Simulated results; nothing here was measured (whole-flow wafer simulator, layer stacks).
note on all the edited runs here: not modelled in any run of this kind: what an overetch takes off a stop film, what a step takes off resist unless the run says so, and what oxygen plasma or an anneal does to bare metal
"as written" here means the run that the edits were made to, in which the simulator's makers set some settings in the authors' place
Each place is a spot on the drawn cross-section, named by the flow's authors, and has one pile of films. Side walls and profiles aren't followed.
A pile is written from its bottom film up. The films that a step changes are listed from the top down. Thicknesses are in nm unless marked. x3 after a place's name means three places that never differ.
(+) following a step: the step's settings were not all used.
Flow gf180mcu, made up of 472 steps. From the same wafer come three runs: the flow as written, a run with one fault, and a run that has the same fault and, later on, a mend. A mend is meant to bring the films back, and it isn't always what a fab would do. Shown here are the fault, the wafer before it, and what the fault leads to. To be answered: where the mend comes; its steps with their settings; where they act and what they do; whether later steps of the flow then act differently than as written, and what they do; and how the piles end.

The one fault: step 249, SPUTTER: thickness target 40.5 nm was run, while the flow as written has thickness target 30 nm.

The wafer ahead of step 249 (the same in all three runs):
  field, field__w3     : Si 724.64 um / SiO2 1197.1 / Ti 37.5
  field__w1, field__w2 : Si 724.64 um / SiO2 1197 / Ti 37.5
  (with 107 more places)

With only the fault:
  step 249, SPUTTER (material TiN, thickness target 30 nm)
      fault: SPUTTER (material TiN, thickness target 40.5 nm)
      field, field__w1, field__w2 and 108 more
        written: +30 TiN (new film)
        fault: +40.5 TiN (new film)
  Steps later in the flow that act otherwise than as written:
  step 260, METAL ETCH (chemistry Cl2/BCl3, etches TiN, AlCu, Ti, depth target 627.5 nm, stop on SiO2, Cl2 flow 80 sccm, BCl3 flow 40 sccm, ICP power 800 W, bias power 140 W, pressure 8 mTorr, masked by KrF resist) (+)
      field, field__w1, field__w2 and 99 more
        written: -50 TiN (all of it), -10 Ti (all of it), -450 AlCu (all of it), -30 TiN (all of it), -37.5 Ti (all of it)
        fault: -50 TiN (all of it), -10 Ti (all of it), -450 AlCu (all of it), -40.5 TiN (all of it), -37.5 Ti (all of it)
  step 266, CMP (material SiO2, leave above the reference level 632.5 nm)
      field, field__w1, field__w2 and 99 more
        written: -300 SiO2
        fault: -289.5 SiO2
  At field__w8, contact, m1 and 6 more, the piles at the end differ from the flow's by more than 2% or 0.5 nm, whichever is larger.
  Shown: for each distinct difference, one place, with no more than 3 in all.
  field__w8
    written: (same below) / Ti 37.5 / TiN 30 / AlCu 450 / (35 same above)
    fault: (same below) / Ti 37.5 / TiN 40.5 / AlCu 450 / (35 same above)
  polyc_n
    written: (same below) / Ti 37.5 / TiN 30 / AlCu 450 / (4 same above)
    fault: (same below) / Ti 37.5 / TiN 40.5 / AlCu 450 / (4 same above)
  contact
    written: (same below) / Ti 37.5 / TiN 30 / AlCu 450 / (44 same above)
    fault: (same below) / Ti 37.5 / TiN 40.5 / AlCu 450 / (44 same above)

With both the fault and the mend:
  The mend stands after step 249.
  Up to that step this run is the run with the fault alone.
  step 249a, METAL ETCH (chemistry Cl2/BCl3, etches TiN, AlCu, Ti, depth target 10.5 nm, Cl2 flow 80 sccm, BCl3 flow 40 sccm, ICP power 800 W, bias power 140 W, pressure 8 mTorr)
      field, field__w1, field__w2 and 108 more
        -10.5 TiN
  Later steps of the flow that are run all act as written at every place that is followed.
  The piles end the same as the flow's at every place that both follow.
